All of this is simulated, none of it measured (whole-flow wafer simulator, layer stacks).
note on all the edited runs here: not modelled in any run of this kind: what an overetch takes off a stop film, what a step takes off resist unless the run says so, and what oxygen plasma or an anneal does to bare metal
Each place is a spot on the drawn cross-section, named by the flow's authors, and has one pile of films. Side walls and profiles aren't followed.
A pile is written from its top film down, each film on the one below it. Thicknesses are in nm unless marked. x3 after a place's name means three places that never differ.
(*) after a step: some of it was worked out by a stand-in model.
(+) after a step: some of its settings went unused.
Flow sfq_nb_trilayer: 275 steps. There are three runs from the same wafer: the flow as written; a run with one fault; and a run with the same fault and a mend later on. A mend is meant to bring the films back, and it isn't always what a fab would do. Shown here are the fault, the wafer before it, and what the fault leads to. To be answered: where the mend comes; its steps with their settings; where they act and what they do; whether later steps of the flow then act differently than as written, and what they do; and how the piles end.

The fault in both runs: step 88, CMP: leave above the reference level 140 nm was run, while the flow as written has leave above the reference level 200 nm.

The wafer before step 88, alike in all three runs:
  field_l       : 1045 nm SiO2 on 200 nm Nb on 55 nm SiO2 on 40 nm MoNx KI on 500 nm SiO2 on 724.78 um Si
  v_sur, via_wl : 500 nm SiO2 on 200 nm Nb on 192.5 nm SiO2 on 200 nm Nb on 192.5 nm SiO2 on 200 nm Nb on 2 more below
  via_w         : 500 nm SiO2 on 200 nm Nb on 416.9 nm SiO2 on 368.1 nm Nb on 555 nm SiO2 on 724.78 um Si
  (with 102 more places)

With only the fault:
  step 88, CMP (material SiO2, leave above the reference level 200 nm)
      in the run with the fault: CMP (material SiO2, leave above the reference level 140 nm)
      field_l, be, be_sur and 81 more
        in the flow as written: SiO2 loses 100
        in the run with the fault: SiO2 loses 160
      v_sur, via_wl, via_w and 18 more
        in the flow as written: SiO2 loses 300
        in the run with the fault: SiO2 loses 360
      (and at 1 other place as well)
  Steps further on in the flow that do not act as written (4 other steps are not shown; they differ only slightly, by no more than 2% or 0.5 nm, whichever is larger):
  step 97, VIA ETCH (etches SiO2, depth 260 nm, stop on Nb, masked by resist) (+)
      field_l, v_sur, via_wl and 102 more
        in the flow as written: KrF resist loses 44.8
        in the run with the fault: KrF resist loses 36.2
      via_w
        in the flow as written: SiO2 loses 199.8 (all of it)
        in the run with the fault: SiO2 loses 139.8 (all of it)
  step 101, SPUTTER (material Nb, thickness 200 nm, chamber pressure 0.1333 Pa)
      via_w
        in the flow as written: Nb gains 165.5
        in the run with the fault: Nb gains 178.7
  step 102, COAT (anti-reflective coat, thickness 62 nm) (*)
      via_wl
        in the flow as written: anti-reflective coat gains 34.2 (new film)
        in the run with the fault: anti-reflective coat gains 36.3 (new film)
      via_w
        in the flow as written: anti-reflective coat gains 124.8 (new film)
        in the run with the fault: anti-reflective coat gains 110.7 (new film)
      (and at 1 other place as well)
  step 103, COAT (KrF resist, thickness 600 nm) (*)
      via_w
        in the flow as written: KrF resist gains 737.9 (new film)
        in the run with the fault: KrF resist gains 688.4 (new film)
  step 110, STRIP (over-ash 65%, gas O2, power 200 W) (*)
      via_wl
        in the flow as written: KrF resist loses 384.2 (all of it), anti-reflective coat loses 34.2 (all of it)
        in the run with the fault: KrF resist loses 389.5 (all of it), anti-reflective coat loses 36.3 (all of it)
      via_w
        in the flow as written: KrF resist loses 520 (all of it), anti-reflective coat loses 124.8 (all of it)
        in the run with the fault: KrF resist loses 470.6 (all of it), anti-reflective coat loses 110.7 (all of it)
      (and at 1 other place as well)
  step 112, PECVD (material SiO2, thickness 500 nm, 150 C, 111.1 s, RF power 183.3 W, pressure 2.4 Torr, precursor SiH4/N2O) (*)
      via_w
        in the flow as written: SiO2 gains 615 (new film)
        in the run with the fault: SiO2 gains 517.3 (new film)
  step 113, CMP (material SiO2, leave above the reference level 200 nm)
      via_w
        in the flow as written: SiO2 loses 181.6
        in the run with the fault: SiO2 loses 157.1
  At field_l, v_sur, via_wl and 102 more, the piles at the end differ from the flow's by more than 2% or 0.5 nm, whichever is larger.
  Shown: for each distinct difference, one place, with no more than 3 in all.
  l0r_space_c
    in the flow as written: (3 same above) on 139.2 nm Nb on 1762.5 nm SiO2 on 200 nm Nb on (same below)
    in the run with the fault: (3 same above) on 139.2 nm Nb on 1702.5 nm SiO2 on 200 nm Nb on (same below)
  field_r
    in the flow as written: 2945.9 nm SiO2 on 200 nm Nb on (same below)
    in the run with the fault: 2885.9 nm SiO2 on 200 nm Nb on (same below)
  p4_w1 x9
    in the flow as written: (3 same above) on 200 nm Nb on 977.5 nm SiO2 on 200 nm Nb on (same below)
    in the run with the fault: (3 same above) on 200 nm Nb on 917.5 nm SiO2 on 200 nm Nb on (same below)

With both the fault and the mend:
  The mend stands after step 95.
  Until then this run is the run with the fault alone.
  step 95a, STRIP (over-ash 65%, gas O2, power 200 W) (*)
      field_l, v_sur, via_wl and 102 more
        KrF resist loses 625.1 (all of it), anti-reflective coat loses 62 (all of it)
      via_w
        anti-reflective coat loses 62 (all of it)
  step 95b, PECVD (material SiO2, thickness 60 nm, 150 C, 13.33 s, RF power 183.3 W, pressure 2.4 Torr, precursor SiH4/N2O) (the flow's step 87, run once more with other settings)
      field_l, v_sur, via_wl and 103 more
        SiO2 gains 60
  step 95c, COAT (anti-reflective coat, thickness 62 nm) (the flow's step 90, run once more)
      field_l, v_sur, via_wl and 103 more
        anti-reflective coat gains 62 (new film)
  step 95d, COAT (KrF resist, thickness 650 nm) (the flow's step 91, run once more)
      field_l, v_sur, via_wl and 103 more
        KrF resist gains 650 (new film)
  step 95e, SOFTBAKE (KrF resist) (the flow's step 92, run once more)
      alters no film at any place that is followed
  step 95f, EXPOSE (photomask I2, dose 11.91 mJ/cm2, NA 0.6, wavelength 248 nm) (*) (the flow's step 93, run once more)
      alters no film at any place that is followed
  step 95g, PEB (KrF resist, 90 s) (the flow's step 94, run once more)
      field_l, v_sur, via_wl and 103 more
        KrF resist loses 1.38
  step 95h, DEVELOP (KrF resist, thickness 650 nm, 60 s) (the flow's step 95, run once more)
      field_l, v_sur, via_wl and 102 more
        KrF resist loses 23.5
      via_w
        KrF resist loses 648.6 (all of it)
  Every later step of the flow that is run acts as written, at every place that is followed, to within 2% or 0.5 nm, whichever is larger.
  At every place that both follow, the piles at the end match the flow's.
